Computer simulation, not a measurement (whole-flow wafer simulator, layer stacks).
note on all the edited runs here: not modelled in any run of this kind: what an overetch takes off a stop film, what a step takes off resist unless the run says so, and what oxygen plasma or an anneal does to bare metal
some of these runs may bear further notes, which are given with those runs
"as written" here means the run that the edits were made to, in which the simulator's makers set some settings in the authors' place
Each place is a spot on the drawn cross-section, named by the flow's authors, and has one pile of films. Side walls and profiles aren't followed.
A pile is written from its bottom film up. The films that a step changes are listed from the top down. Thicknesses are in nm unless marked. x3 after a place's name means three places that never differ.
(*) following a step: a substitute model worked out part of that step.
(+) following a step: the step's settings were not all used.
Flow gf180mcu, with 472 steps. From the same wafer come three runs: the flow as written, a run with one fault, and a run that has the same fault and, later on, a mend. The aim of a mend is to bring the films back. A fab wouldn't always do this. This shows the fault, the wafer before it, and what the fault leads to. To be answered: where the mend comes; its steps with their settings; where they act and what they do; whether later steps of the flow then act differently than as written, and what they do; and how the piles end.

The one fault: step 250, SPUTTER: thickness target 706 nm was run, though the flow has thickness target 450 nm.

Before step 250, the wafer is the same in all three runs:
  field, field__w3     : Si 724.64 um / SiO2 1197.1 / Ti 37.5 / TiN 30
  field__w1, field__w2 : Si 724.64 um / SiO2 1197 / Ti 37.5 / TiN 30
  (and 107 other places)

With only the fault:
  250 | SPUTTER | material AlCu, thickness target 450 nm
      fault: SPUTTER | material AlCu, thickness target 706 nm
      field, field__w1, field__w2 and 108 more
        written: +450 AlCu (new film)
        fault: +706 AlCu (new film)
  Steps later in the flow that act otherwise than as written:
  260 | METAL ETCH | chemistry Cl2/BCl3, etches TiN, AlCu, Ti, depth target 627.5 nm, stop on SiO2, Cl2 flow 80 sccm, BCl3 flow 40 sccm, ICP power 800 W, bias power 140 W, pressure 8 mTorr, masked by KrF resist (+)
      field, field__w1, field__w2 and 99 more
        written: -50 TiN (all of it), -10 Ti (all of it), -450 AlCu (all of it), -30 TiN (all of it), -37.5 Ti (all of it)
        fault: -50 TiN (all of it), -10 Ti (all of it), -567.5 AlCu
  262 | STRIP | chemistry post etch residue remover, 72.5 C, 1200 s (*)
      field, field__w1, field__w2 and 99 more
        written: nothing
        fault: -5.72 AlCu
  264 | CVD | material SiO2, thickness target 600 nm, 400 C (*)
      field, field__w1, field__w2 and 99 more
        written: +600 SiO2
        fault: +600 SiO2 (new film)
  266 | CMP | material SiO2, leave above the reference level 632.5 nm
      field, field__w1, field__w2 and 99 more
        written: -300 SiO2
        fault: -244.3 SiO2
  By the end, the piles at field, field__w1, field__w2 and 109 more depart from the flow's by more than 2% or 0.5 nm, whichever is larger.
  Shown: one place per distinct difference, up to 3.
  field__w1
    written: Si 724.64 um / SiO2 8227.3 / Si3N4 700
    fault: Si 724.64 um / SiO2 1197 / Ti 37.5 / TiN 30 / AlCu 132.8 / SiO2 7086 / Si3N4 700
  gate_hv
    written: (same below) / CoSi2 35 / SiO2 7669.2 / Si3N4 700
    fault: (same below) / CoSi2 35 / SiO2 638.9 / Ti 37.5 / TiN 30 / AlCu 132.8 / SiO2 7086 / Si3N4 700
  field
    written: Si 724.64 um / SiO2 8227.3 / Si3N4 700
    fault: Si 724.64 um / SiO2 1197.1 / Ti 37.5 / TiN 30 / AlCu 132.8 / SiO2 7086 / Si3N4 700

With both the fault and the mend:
  The mend follows step 250.
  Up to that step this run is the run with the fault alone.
  250a | METAL ETCH | chemistry Cl2/BCl3, etches TiN, AlCu, Ti, depth target 256 nm, Cl2 flow 80 sccm, BCl3 flow 40 sccm, ICP power 800 W, bias power 140 W, pressure 8 mTorr
      field, field__w1, field__w2 and 108 more
        -256 AlCu
  Every later step of the flow that is run acts as written at every place that is followed.
  By the end, the piles equal the flow's at every place that both follow.
